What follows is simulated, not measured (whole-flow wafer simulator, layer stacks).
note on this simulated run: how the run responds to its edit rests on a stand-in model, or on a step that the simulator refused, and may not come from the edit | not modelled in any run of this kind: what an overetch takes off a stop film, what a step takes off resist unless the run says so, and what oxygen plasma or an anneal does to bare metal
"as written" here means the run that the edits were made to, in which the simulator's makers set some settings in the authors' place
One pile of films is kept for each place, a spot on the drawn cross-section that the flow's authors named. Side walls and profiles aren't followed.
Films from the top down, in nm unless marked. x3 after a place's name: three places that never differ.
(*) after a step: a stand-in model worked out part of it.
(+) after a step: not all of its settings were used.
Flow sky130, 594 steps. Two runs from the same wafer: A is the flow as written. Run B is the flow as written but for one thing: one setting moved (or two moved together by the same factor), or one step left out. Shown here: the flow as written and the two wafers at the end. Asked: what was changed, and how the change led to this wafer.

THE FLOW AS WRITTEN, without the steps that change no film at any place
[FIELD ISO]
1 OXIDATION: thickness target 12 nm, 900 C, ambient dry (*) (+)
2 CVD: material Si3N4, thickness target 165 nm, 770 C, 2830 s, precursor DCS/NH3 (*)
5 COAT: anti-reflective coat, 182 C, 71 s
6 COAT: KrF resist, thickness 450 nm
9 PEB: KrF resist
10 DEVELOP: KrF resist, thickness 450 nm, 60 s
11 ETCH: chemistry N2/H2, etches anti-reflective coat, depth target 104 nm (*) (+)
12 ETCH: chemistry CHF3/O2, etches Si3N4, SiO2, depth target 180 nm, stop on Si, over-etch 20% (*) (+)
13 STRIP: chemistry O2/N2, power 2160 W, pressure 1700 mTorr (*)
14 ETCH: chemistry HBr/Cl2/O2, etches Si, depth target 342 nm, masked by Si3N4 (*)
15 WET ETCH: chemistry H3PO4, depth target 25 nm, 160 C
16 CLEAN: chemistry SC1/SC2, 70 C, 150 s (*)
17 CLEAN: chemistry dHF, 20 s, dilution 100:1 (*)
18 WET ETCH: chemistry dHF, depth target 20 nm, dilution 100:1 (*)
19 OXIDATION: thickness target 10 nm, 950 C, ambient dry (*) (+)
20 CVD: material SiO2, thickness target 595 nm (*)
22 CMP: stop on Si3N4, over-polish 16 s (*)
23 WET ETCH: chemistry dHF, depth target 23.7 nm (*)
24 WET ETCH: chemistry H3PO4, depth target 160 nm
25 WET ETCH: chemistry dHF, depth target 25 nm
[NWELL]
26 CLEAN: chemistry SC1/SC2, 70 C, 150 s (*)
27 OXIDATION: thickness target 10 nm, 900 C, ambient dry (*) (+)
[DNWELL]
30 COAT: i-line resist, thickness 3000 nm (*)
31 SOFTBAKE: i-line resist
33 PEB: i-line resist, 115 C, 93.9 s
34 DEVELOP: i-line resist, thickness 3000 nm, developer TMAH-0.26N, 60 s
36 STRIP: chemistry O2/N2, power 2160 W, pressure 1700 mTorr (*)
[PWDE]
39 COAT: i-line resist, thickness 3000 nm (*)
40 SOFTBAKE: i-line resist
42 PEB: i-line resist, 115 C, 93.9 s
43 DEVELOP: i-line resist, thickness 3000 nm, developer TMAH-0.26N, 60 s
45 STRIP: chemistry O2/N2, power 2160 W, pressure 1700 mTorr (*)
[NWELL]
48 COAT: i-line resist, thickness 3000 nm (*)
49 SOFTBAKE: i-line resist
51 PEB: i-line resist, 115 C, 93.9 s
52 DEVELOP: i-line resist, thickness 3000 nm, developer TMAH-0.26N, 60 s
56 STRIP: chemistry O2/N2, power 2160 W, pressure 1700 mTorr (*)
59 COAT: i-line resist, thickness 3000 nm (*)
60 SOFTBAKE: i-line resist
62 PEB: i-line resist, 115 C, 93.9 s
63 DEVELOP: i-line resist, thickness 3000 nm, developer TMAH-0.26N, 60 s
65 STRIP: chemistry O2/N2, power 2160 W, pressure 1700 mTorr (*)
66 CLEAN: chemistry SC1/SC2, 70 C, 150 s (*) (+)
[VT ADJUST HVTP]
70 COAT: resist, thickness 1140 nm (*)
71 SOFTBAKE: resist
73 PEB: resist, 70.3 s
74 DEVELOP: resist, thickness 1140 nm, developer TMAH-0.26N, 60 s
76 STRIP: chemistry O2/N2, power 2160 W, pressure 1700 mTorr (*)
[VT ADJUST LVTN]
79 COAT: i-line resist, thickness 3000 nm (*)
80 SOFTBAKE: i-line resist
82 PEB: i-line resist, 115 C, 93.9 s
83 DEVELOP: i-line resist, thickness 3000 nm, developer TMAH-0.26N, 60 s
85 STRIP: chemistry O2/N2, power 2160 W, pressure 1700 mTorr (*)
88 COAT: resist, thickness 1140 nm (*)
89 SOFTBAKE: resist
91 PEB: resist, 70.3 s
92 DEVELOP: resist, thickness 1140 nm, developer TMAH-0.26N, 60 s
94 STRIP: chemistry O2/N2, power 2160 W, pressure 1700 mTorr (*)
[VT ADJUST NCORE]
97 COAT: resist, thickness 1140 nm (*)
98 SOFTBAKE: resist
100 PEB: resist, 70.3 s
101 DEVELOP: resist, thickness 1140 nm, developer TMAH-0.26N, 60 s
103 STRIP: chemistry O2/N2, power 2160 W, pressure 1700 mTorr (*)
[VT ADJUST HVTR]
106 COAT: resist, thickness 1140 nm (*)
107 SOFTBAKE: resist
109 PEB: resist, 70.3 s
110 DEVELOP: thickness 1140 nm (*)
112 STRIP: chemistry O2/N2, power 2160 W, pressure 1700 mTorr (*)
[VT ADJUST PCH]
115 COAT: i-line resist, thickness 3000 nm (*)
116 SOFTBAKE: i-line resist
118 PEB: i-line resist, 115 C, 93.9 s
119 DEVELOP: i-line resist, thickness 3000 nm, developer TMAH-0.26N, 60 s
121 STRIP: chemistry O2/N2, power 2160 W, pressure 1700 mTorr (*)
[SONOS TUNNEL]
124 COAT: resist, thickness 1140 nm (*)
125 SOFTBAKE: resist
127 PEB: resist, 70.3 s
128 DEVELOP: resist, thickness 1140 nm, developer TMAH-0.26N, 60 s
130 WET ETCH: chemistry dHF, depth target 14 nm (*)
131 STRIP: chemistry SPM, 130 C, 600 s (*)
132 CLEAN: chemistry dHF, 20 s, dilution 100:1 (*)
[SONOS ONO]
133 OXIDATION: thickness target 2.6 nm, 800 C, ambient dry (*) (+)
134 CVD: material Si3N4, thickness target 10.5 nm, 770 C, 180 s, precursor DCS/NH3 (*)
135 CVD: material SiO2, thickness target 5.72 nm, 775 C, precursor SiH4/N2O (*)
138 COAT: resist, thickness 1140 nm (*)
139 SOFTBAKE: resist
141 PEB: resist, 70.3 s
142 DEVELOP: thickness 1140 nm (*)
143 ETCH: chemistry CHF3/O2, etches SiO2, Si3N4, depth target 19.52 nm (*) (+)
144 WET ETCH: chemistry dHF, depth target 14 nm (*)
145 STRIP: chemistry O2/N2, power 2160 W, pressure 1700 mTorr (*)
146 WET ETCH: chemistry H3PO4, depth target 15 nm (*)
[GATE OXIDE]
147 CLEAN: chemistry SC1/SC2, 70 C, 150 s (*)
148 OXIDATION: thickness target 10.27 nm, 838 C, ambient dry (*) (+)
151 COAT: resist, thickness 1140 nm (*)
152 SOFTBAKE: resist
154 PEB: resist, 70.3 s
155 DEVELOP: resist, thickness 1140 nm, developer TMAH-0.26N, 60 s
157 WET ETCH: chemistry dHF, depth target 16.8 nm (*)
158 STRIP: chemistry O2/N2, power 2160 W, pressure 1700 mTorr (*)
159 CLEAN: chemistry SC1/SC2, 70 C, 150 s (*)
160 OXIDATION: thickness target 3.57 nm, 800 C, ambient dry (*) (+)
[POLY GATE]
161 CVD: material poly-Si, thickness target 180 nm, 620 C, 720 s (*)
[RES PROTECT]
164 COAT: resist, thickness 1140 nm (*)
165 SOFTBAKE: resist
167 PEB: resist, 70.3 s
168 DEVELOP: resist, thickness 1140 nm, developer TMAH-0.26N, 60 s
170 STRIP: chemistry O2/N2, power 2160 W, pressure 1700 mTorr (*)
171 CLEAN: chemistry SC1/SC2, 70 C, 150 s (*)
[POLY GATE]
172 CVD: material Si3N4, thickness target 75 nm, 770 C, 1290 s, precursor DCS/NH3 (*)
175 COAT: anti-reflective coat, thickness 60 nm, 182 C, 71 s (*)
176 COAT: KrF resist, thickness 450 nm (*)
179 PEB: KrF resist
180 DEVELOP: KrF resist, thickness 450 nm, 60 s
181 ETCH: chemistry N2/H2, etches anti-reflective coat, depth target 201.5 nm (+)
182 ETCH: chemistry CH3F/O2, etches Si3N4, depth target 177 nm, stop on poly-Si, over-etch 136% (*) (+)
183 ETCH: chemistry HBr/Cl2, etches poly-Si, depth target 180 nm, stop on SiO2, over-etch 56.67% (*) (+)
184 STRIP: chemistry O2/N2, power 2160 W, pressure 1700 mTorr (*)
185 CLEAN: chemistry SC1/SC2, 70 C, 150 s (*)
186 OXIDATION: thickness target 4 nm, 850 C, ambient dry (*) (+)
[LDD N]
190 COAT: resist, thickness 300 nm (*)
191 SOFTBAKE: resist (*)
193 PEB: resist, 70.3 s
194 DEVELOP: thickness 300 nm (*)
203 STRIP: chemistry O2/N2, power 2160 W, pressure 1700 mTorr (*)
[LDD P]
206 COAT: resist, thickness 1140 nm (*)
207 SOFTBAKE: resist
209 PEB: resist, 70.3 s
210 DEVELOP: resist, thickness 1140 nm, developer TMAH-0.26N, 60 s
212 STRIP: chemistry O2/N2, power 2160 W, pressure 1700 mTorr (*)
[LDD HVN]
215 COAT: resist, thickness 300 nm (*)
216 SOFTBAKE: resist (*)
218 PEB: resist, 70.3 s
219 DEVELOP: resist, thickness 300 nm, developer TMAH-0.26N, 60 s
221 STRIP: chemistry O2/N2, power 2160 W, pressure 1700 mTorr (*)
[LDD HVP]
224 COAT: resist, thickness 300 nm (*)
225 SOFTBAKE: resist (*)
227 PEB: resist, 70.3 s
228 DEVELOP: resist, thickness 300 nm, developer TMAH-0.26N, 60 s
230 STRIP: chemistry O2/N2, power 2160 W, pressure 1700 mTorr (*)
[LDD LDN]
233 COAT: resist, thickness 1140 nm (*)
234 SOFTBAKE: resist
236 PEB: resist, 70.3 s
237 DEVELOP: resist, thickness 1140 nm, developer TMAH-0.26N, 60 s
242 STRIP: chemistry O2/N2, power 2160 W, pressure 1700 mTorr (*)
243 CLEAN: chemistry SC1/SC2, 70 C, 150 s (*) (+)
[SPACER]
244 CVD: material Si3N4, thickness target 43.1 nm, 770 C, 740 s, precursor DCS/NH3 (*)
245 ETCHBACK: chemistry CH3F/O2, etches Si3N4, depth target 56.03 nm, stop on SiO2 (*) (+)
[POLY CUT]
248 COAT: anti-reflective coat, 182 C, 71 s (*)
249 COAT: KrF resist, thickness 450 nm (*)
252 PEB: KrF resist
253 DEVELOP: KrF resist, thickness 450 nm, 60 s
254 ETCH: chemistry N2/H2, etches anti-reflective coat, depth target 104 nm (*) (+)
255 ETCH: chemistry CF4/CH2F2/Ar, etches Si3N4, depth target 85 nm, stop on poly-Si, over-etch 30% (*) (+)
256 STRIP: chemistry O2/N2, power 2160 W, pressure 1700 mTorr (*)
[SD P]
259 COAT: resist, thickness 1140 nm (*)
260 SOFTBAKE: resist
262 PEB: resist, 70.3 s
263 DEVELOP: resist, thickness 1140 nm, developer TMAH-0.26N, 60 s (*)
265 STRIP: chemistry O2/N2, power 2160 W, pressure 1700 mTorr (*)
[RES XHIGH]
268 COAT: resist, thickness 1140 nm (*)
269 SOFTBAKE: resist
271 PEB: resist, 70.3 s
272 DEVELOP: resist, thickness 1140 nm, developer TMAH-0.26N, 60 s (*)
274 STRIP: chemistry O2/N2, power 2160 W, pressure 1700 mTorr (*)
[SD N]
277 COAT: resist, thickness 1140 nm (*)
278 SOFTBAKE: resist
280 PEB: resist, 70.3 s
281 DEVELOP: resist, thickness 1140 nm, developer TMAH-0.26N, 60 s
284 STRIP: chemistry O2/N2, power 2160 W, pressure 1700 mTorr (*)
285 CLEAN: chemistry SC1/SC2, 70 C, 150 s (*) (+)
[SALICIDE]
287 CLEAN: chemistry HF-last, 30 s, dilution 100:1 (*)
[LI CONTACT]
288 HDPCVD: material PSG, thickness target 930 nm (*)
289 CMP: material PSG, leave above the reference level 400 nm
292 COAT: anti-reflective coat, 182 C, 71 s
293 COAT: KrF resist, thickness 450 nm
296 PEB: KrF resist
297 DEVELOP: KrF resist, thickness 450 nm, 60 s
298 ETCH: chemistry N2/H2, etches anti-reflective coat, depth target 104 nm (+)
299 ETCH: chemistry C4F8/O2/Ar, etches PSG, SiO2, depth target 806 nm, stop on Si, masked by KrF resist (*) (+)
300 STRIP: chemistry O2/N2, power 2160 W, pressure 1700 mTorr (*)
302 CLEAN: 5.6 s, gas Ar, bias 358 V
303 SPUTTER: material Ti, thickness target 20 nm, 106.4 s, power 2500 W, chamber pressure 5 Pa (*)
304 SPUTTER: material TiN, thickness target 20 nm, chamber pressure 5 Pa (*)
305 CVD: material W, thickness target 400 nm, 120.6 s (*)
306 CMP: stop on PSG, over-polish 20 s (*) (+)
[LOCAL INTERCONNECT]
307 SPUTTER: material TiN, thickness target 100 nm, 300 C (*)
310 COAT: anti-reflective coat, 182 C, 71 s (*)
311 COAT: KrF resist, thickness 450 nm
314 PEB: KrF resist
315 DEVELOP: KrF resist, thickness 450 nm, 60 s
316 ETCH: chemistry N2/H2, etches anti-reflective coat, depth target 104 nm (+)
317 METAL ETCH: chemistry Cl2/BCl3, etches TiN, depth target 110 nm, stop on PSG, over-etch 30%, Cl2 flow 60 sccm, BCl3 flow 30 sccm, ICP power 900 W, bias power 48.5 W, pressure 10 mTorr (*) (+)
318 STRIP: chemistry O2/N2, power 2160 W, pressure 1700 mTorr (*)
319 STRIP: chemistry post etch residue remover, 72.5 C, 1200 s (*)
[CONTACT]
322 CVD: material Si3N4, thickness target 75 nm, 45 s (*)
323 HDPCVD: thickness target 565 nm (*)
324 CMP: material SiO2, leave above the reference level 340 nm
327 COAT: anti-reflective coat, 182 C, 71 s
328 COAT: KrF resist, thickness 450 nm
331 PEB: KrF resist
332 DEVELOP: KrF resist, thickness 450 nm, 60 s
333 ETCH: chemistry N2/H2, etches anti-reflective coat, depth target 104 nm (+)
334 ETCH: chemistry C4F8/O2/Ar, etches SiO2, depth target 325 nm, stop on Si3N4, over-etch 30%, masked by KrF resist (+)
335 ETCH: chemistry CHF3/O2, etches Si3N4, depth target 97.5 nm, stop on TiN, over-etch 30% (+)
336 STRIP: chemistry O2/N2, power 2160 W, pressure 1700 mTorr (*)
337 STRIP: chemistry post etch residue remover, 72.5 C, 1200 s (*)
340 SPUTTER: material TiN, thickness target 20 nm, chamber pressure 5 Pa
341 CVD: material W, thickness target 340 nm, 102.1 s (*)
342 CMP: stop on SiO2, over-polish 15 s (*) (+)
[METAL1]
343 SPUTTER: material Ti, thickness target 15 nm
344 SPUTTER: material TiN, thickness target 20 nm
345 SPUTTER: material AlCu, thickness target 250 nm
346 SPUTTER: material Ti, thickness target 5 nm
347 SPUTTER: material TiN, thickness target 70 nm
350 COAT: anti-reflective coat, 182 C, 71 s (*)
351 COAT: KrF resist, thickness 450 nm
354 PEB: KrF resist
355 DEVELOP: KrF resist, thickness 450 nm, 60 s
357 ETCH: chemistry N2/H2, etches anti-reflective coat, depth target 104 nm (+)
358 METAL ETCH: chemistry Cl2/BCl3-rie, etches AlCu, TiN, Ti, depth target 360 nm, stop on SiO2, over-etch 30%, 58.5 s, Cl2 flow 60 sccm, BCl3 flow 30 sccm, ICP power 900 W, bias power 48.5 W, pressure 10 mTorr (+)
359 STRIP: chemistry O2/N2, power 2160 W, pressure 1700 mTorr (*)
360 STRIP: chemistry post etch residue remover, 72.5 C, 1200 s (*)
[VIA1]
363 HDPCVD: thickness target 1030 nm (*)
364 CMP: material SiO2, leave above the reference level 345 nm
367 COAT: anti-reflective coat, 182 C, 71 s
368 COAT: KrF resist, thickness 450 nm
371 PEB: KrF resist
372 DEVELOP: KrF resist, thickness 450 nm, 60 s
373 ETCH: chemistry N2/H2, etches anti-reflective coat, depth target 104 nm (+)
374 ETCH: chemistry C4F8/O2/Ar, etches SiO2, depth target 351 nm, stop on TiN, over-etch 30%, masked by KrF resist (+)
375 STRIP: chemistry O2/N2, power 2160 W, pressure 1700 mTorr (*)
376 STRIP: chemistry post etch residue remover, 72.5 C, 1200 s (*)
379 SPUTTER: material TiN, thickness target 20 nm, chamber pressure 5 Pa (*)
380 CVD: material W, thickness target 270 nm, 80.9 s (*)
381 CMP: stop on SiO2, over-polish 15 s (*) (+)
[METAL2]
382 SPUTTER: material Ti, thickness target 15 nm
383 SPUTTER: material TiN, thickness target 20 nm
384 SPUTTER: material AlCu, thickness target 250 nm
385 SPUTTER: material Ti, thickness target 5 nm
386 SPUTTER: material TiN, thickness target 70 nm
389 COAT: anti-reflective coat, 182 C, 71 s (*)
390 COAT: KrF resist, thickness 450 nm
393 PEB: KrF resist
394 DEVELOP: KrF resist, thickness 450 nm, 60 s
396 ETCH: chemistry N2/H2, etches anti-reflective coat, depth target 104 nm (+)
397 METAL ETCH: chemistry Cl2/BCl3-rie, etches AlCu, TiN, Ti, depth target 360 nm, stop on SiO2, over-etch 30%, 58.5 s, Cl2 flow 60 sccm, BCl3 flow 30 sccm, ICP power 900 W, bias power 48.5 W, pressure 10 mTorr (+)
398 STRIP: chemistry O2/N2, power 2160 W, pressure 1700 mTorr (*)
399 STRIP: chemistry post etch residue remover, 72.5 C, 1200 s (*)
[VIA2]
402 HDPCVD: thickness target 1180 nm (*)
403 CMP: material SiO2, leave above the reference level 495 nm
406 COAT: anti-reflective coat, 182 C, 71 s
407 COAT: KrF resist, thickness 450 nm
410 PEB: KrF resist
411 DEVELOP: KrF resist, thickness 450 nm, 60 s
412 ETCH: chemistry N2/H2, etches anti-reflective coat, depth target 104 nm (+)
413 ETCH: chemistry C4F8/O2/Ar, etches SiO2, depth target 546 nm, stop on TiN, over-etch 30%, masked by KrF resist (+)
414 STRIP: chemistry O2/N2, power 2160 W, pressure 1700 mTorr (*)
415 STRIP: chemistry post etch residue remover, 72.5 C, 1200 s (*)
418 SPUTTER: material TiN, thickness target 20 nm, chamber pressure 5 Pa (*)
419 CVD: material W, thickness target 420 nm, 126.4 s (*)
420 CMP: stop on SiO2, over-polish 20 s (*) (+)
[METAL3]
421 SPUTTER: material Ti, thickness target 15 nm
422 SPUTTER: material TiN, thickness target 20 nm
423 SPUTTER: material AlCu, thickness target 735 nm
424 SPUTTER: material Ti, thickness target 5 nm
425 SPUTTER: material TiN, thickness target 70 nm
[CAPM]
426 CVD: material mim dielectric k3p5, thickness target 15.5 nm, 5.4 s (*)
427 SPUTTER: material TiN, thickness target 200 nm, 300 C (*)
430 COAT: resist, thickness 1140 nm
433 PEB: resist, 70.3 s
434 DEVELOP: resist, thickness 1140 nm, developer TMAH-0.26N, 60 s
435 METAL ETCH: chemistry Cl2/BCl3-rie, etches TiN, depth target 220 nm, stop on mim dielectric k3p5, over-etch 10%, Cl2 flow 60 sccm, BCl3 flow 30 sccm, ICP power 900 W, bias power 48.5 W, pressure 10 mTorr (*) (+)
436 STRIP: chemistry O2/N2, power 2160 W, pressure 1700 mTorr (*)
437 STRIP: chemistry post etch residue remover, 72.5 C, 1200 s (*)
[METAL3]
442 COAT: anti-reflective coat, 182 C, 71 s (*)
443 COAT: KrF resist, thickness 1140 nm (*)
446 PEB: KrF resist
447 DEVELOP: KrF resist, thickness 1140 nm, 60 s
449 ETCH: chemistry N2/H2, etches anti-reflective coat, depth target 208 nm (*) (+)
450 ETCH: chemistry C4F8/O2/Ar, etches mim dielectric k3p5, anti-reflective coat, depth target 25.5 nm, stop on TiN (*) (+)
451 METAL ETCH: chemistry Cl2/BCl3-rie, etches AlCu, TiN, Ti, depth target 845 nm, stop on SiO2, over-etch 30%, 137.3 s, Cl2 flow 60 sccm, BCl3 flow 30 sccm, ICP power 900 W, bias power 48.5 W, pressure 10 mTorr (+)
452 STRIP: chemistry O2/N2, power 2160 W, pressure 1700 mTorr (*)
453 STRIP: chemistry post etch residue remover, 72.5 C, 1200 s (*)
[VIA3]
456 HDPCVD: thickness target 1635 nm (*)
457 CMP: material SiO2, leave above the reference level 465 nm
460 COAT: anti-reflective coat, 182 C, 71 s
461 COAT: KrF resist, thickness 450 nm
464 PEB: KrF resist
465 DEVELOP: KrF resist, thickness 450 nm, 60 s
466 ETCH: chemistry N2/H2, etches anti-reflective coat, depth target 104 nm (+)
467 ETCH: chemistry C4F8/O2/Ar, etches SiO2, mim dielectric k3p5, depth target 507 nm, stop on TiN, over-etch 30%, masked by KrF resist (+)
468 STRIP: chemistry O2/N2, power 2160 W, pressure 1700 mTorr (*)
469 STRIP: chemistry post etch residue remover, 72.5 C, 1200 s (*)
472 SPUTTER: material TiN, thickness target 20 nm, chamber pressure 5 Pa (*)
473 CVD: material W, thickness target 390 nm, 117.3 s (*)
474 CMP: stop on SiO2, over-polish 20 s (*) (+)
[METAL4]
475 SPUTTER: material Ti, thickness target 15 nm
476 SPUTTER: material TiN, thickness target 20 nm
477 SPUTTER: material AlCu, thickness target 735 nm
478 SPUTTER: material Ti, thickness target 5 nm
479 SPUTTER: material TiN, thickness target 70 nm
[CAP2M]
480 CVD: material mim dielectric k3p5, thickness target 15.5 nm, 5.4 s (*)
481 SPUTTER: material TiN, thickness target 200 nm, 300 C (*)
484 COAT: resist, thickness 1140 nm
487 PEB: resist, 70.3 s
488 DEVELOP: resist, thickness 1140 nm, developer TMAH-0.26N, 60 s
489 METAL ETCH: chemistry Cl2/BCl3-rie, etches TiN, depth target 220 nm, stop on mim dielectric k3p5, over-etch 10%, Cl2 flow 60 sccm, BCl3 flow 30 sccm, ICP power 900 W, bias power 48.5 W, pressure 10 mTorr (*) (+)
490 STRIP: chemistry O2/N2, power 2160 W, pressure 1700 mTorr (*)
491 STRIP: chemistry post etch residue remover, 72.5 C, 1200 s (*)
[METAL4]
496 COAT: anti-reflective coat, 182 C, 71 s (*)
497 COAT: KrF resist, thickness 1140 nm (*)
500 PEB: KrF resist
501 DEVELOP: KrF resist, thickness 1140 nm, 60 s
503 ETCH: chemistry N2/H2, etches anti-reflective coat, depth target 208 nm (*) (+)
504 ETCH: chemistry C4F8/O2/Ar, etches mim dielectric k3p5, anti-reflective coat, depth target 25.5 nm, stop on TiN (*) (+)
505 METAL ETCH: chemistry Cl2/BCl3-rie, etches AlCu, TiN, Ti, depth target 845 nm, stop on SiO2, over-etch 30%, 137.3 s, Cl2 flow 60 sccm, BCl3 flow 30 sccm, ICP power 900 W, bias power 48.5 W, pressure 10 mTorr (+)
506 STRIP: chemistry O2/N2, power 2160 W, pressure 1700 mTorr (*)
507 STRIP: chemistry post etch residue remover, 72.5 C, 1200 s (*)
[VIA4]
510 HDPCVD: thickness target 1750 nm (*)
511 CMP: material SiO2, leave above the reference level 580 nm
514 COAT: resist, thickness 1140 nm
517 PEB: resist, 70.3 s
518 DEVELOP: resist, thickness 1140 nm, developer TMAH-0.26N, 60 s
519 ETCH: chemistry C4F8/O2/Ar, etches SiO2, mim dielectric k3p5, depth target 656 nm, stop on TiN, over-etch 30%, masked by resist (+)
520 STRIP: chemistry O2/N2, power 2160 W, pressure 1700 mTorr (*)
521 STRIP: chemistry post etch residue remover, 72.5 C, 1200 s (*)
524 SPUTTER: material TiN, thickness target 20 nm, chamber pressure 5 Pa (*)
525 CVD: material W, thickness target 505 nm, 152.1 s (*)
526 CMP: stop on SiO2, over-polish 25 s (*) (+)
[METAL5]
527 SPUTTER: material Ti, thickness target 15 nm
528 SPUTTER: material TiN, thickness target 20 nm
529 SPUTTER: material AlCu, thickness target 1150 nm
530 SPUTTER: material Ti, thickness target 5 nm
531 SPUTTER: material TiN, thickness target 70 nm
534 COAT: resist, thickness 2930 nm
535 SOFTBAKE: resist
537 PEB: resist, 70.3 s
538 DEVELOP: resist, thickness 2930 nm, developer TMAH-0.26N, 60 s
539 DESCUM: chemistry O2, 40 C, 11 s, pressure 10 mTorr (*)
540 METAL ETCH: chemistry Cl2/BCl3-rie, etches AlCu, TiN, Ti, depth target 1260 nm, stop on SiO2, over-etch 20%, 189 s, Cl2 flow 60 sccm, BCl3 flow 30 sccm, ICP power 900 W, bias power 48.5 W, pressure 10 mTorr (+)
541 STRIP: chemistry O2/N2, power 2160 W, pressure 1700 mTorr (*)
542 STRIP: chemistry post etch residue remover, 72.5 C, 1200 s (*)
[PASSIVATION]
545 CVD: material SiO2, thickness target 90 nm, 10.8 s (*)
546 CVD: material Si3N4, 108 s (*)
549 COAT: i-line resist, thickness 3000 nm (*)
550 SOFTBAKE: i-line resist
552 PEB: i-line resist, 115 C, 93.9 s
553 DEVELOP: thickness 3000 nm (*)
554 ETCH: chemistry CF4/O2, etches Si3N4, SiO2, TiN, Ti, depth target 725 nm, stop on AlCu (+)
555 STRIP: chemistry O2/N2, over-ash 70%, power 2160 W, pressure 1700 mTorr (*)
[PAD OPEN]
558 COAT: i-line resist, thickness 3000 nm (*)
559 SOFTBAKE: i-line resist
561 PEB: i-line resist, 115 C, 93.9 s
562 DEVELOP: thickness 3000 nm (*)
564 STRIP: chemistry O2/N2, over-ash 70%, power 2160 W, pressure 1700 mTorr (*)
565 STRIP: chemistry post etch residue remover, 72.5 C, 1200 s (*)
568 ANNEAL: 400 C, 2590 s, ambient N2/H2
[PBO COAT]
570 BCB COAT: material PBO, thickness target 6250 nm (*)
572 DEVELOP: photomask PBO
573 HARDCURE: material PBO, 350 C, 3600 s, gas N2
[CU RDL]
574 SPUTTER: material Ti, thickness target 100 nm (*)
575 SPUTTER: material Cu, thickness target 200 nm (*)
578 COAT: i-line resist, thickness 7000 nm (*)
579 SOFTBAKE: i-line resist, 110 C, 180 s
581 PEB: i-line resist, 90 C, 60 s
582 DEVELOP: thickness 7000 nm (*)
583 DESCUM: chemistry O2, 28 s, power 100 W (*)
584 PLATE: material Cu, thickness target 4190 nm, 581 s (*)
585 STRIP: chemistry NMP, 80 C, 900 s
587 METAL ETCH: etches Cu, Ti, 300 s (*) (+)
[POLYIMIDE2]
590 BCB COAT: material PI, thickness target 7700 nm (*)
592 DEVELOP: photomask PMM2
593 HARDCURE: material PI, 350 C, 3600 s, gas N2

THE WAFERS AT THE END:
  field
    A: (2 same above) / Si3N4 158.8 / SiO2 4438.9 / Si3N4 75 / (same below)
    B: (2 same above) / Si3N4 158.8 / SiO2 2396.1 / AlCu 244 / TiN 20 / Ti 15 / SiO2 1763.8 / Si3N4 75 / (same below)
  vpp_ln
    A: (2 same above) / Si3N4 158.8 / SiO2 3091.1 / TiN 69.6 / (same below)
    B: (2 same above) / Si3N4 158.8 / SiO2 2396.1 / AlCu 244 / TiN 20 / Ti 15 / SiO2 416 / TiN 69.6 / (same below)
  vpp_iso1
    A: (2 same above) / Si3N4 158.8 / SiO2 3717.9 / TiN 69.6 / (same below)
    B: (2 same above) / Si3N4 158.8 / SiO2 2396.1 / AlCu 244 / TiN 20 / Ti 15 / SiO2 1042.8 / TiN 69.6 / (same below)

The cause: step 451, METAL ETCH: depth target 431 nm was run, where the flow has depth target 845 nm; step 451, METAL ETCH: 70 s was run, where the flow has 137.3 s.

How the change led to this, step by step:
  451 METAL ETCH: chemistry Cl2/BCl3-rie, etches AlCu, TiN, Ti, depth target 845 nm, stop on SiO2, over-etch 30%, 137.3 s, Cl2 flow 60 sccm, BCl3 flow 30 sccm, ICP power 900 W, bias power 48.5 W, pressure 10 mTorr (+)
      field, gate, spacer and 68 more: A TiN -70 (all of it), Ti -5 (all of it), AlCu -735 (all of it), TiN -20 (all of it), Ti -15 (all of it), SiO2 -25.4 | B TiN -70 (all of it), Ti -5 (all of it), AlCu -485.3
      active, vpp_ln, vpp_iso2 and 11 more: A TiN -70 (all of it), Ti -5 (all of it), AlCu -735 (all of it), TiN -20 (all of it), Ti -15 (all of it), SiO2 -25.3 | B TiN -70 (all of it), Ti -5 (all of it), AlCu -485.3
      (and at 107 more places)
  452 STRIP: chemistry O2/N2, power 2160 W, pressure 1700 mTorr (*)
      n_well, p_well, gate_hv and 82 more: A KrF resist -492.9 (all of it), anti-reflective coat -80 (all of it) | B KrF resist -762 (all of it), anti-reflective coat -80 (all of it)
      m1, via2_hole: A KrF resist -493 (all of it), anti-reflective coat -80.5 (all of it) | B KrF resist -762.1 (all of it), anti-reflective coat -80.5 (all of it)
      (and at 20 more places)
  453 STRIP: chemistry post etch residue remover, 72.5 C, 1200 s (*)
      field, active, gate and 82 more: A nothing | B AlCu -5.72
  456 HDPCVD: thickness target 1635 nm (*)
      field, active, gate and 82 more: A SiO2 +1635 | B SiO2 +1635 (new film)
  457 CMP: material SiO2, leave above the reference level 465 nm
      field, active, gate and 82 more: A SiO2 -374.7 | B SiO2 -679
Counting metal films that touch as one body, field has 1 body; the flow as written gives 0 bodies.
Counting metal films that touch as one body, vpp_ln has 3 bodies (between them, from the top down: SiO2 416; SiO2 267.2); the flow as written gives 2 bodies (between them, from the top down: SiO2 267.2).
Counting metal films that touch as one body, vpp_iso1 has 2 bodies (between them, from the top down: SiO2 1042.8); the flow as written gives 1 body.
